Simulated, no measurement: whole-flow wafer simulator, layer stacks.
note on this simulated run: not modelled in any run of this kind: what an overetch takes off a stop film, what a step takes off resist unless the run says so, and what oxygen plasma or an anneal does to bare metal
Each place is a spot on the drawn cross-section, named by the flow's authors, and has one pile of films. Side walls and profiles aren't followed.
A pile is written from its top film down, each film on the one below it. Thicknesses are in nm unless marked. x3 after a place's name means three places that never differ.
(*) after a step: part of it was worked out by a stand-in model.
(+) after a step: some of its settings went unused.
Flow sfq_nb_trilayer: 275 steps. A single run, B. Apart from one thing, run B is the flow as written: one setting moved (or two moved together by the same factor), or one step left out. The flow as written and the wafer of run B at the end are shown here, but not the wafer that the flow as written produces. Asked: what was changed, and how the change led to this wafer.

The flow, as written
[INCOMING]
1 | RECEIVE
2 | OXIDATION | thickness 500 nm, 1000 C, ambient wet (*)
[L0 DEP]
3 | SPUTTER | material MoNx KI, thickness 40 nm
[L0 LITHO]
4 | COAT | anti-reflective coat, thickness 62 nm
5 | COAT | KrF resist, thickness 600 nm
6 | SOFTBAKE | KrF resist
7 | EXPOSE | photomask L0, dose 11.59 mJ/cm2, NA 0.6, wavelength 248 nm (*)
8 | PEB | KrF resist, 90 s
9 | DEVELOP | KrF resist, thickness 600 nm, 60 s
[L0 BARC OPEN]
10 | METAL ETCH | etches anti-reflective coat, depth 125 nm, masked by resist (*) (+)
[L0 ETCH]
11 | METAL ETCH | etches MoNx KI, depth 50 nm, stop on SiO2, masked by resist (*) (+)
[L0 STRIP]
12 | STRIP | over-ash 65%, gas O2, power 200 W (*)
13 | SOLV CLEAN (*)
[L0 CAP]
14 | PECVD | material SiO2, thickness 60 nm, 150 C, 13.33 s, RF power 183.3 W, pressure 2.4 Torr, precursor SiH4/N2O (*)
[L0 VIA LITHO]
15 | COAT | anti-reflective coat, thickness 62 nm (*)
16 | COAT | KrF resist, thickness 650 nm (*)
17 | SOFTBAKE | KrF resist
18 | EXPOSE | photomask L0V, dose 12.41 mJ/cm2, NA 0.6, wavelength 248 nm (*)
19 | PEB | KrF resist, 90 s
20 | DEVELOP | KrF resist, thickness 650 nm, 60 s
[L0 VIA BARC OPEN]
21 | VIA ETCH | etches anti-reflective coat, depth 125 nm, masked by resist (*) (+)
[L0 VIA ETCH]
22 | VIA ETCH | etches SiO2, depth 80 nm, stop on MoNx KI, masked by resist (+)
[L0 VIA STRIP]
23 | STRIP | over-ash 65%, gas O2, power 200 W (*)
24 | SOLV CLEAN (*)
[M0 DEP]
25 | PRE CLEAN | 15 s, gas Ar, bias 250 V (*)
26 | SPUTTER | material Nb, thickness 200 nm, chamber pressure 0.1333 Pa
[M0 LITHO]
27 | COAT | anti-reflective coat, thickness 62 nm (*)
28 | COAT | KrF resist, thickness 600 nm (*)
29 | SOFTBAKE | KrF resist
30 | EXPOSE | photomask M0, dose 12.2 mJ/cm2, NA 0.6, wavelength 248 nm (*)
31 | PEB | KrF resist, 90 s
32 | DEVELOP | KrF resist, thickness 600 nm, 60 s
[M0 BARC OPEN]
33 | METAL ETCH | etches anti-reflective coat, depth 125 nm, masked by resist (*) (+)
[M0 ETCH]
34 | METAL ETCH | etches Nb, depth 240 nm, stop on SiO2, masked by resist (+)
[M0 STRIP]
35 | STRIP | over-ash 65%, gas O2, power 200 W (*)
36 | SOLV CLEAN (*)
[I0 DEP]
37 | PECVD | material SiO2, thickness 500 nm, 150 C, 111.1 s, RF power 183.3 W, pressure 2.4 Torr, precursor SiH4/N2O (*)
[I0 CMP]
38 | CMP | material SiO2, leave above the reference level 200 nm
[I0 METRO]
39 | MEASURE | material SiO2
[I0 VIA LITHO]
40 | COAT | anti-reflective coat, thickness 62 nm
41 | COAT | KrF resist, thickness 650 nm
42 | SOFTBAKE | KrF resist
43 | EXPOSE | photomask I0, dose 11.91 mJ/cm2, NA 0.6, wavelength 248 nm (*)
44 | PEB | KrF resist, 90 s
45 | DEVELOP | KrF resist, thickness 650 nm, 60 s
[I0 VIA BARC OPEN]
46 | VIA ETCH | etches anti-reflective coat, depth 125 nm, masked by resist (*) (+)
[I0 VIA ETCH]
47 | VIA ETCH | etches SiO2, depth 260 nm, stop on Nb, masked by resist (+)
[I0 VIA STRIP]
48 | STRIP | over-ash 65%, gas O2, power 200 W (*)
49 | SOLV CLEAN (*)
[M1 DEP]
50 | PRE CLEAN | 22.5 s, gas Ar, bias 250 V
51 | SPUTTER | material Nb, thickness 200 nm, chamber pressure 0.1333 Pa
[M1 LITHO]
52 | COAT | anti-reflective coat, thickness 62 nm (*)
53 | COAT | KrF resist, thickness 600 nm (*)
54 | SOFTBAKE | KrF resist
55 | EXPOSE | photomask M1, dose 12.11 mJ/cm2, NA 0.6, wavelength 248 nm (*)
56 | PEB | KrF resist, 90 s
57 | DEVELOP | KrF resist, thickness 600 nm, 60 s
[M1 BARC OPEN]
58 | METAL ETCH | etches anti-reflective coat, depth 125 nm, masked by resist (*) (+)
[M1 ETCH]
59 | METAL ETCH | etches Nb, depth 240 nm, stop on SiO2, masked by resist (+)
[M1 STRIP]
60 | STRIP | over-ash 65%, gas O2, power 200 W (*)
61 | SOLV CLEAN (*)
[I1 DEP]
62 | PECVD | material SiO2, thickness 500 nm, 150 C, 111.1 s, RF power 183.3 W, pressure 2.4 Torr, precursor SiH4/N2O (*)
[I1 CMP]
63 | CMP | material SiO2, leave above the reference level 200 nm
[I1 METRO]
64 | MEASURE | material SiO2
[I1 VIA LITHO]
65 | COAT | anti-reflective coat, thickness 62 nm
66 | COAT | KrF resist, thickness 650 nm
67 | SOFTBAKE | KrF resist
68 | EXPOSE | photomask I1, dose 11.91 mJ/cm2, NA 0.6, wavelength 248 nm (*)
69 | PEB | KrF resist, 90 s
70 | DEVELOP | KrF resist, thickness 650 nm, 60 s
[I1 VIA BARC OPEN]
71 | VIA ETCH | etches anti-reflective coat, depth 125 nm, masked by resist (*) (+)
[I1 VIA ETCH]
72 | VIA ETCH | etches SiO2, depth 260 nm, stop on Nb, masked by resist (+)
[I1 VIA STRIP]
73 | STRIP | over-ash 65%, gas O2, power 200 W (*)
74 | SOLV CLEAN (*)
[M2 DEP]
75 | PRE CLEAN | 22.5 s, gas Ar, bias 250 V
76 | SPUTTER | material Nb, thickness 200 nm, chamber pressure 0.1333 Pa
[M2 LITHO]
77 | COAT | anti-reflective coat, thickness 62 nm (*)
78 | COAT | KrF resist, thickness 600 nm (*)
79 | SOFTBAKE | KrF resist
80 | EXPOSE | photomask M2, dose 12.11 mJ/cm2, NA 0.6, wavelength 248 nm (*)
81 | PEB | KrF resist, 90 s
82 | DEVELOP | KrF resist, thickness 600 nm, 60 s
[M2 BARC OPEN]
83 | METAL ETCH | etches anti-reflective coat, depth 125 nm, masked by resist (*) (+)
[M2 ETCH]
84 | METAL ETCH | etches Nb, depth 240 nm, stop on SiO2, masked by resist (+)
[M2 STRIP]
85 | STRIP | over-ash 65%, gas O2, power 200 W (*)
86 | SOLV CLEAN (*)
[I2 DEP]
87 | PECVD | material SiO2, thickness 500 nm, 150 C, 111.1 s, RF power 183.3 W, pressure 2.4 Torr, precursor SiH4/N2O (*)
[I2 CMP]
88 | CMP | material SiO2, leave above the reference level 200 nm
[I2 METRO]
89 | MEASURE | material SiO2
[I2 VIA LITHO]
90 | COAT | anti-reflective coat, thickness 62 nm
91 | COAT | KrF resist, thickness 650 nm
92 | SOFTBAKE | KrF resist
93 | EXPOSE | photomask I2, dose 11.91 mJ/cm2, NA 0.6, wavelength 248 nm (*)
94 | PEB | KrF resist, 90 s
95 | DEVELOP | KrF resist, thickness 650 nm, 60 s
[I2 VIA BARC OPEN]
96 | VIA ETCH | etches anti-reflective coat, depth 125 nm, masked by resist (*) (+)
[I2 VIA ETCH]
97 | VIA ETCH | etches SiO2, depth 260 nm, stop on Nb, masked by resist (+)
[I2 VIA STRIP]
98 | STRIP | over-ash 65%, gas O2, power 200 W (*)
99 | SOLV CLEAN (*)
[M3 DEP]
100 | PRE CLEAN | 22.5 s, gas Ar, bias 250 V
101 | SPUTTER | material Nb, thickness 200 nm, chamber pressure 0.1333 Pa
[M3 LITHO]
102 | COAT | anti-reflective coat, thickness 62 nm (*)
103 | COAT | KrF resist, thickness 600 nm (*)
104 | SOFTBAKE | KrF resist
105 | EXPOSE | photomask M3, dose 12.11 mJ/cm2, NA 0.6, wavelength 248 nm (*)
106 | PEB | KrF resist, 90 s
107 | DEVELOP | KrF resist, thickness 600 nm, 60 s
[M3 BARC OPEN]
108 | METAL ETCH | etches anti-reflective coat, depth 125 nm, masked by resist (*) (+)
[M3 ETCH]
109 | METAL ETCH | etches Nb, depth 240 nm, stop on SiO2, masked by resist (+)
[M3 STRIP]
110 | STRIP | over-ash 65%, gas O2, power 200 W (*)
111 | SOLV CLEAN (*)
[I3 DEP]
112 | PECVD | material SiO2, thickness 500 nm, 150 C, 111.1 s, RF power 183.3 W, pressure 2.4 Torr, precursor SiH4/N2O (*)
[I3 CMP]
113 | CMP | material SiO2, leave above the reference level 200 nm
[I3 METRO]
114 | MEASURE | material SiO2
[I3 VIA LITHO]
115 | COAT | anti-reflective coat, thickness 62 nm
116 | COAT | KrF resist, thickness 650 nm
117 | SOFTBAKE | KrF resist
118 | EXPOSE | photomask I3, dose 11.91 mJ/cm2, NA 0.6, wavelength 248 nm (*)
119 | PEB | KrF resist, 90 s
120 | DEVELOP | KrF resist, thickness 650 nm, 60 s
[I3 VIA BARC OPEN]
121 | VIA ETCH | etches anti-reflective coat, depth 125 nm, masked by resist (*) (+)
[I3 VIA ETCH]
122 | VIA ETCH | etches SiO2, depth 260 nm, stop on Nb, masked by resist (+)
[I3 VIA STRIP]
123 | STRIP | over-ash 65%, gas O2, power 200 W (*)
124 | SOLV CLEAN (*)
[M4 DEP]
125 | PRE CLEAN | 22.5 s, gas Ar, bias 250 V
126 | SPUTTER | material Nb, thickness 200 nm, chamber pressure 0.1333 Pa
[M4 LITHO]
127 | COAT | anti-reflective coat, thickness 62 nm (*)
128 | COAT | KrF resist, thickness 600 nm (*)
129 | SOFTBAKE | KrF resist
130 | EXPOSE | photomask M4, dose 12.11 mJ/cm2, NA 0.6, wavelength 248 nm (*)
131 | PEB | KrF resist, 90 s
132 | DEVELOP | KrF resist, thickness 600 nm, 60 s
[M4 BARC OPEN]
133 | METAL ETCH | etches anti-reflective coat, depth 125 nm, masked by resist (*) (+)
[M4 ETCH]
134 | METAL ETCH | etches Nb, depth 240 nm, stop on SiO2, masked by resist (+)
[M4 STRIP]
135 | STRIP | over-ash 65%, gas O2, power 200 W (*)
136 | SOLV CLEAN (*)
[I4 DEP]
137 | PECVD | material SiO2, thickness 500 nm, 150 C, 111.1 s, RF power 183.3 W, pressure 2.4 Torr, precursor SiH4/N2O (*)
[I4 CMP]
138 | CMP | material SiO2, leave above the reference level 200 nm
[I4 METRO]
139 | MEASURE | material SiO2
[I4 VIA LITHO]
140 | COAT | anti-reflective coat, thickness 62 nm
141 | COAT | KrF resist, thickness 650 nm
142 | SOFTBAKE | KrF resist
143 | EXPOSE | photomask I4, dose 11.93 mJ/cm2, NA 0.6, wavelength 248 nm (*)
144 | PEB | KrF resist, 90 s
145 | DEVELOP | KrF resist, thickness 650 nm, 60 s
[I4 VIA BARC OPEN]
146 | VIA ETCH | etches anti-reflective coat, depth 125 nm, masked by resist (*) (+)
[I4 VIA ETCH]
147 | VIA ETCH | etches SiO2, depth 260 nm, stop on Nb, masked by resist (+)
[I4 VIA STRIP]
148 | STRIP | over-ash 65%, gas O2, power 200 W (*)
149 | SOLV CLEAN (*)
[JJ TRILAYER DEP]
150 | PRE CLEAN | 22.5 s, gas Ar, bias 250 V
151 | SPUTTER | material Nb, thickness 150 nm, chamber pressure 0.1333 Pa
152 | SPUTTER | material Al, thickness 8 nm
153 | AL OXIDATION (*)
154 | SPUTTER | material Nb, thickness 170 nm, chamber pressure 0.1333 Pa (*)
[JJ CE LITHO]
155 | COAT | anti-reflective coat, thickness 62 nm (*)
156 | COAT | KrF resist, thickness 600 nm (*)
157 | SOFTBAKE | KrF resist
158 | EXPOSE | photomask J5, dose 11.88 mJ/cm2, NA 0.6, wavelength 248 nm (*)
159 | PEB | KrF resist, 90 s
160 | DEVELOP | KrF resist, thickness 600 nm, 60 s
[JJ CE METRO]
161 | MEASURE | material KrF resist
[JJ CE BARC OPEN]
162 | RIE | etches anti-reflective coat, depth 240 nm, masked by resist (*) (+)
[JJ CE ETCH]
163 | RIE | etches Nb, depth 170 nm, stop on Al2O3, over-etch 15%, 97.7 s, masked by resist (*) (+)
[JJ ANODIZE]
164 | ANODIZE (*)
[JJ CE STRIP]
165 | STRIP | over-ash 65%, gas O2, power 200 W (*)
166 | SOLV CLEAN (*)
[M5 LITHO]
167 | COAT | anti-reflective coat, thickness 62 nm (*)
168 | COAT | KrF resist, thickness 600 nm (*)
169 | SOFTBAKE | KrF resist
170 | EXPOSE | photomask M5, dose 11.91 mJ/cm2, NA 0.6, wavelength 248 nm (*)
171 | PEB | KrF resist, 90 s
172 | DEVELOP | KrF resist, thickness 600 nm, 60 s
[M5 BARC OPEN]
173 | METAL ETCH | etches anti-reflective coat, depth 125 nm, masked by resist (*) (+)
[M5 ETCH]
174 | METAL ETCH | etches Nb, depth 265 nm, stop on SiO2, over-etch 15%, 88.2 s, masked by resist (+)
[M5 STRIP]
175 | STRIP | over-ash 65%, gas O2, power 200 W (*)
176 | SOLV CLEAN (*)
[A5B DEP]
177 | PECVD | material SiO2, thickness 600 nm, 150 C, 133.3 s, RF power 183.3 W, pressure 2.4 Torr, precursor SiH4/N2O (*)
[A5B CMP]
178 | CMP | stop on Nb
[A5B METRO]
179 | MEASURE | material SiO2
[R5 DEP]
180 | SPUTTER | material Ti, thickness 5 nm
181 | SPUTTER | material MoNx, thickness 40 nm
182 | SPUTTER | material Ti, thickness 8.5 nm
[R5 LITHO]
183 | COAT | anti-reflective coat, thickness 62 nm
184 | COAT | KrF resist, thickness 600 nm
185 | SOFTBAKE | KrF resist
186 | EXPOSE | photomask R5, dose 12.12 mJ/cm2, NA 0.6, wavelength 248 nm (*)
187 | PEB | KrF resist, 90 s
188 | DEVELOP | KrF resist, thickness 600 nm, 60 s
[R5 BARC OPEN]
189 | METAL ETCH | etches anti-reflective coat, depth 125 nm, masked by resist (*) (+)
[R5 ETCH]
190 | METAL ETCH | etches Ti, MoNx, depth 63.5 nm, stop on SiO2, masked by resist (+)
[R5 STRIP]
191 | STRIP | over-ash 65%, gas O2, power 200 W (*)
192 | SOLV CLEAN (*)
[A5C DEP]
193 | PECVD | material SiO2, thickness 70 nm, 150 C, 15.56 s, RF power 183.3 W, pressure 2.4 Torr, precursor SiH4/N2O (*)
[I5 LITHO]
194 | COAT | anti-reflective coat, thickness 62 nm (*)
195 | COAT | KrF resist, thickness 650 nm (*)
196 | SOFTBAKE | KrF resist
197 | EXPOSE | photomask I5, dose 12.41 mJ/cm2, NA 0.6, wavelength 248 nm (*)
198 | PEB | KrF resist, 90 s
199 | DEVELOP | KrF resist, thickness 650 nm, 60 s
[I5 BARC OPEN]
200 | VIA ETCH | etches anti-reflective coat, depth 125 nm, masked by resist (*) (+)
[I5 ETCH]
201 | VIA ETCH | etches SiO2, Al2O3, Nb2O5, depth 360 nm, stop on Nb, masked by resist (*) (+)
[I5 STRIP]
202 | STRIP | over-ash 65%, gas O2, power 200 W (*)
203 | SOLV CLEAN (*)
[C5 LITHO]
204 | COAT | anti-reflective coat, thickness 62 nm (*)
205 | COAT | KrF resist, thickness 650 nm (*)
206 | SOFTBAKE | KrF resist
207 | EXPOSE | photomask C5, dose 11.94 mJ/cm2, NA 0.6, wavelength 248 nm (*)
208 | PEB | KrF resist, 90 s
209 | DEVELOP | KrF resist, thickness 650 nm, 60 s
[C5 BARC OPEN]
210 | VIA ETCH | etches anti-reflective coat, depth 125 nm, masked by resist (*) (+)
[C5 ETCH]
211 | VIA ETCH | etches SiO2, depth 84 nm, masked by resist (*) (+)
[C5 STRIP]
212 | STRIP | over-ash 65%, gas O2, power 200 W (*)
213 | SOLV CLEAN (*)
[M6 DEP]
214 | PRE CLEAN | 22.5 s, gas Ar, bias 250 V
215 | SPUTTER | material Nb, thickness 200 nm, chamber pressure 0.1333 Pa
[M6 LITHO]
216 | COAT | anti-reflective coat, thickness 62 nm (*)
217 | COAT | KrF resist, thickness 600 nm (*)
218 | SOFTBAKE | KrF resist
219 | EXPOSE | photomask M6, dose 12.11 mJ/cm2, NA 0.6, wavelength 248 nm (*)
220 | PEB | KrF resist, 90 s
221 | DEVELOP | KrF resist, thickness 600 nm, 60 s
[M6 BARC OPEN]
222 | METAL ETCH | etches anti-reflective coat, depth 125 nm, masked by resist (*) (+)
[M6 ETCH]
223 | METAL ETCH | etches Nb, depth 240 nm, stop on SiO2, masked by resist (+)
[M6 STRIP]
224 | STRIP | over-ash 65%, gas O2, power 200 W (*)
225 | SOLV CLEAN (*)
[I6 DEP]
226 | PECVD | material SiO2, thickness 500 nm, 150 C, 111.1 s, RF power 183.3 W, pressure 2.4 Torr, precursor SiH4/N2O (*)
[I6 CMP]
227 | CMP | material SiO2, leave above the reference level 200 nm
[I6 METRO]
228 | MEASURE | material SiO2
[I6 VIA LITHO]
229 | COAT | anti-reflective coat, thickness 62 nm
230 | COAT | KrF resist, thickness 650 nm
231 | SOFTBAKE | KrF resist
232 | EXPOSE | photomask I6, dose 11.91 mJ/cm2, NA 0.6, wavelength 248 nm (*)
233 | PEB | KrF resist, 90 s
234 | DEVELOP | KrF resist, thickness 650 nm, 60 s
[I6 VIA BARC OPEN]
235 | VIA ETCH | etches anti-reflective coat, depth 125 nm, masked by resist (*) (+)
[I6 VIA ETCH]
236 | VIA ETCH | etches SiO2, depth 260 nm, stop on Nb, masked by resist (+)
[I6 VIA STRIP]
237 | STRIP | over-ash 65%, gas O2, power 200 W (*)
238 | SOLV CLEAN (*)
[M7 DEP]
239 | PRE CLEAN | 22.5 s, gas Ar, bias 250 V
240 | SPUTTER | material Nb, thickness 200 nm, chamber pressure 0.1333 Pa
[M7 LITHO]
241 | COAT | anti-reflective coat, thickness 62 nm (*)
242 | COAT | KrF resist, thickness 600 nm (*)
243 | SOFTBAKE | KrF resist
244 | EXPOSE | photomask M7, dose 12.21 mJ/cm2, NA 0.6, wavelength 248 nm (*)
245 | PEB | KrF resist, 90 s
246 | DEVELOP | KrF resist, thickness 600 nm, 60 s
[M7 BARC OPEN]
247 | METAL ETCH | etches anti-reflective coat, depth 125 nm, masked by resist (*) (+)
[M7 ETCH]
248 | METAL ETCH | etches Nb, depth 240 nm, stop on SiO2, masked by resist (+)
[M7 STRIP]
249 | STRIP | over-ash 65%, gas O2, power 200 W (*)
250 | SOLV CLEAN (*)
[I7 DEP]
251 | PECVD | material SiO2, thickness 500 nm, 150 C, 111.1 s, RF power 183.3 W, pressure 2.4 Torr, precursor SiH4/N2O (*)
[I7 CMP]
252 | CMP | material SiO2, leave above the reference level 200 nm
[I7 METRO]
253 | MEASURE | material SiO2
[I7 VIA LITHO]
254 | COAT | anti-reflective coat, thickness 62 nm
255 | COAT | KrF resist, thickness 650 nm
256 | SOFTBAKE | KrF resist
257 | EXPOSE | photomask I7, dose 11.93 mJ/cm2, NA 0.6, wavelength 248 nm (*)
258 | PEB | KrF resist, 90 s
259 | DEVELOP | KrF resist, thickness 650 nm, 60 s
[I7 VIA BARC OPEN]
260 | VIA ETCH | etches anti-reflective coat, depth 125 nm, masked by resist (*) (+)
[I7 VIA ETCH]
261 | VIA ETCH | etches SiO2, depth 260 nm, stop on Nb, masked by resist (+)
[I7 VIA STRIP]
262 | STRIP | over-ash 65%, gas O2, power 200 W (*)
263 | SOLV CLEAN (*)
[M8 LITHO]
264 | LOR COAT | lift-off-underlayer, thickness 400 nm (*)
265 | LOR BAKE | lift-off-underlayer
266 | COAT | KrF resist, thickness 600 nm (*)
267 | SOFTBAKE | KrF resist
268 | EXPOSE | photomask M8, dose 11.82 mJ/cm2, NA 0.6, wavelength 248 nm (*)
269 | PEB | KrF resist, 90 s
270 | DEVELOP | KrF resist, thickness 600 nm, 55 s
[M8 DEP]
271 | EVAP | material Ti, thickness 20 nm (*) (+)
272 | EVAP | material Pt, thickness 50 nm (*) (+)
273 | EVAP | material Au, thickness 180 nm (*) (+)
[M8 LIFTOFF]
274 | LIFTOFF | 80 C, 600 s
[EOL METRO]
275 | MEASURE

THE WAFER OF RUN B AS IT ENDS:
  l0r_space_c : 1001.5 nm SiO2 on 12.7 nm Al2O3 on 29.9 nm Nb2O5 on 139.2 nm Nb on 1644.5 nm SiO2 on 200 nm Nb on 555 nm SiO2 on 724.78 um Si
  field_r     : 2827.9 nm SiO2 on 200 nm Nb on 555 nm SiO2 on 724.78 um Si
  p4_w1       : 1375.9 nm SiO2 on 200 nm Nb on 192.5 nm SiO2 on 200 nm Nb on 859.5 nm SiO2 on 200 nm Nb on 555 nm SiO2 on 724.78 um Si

The reason: step 38, CMP: leave above the reference level 82 nm was run, while the flow as written has leave above the reference level 200 nm.

How this came from the change, step by step:
  38 | CMP | material SiO2, leave above the reference level 200 nm
      v_sur, via_wl, via_w and 94 more: -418 SiO2 (it would be, as written: -300 SiO2)
      field_l, l0_sur, l0r_line_l, l0r_line_c, l0r_line_r: -458 SiO2 (it would be, as written: -340 SiO2)
      (also at 4 further places)
  47 | VIA ETCH | etches SiO2, depth 260 nm, stop on Nb, masked by resist (+)
      field_l, v_sur, via_wl and 102 more: -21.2 KrF resist (it would be, as written: -44.8 KrF resist)
      via_w: -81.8 SiO2 (all of it) (it would be, as written: -199.8 SiO2 (all of it))
  48 | STRIP | over-ash 65%, gas O2, power 200 W (*)
      field_l, v_sur, via_wl and 102 more: -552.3 KrF resist (all of it), -62 anti-reflective coat (all of it) (it would be, as written: -528.6 KrF resist (all of it), -62 anti-reflective coat (all of it))
  51 | SPUTTER | material Nb, thickness 200 nm, chamber pressure 0.1333 Pa
      via_w: +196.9 Nb (it would be, as written: +174.5 Nb)
  52 | COAT | anti-reflective coat, thickness 62 nm (*)
      v_sur: +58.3 anti-reflective coat (new film) (it would be, as written: +61.1 anti-reflective coat (new film))
      via_wl: +41.1 anti-reflective coat (new film) (it would be, as written: +33.8 anti-reflective coat (new film))
      (also at 2 further places)
  53 | COAT | KrF resist, thickness 600 nm (*)
      v_sur: +596 KrF resist (new film) (it would be, as written: +583.4 KrF resist (new film))
      via_w: +638.8 KrF resist (new film) (it would be, as written: +731.8 KrF resist (new film))
  60 | STRIP | over-ash 65%, gas O2, power 200 W (*)
      v_sur: -378.4 KrF resist (all of it), -58.3 anti-reflective coat (all of it) (it would be, as written: -365.9 KrF resist (all of it), -61.1 anti-reflective coat (all of it))
      via_wl: -392.7 KrF resist (all of it), -41.1 anti-reflective coat (all of it) (it would be, as written: -385.5 KrF resist (all of it), -33.8 anti-reflective coat (all of it))
      (also at 3 further places)
  62 | PECVD | material SiO2, thickness 500 nm, 150 C, 111.1 s, RF power 183.3 W, pressure 2.4 Torr, precursor SiH4/N2O (*)
      via_w: +500 SiO2 (new film) (it would be, as written: +606 SiO2 (new film))
  63 | CMP | material SiO2, leave above the reference level 200 nm
      via_w: -216 SiO2 (it would be, as written: -181.6 SiO2)
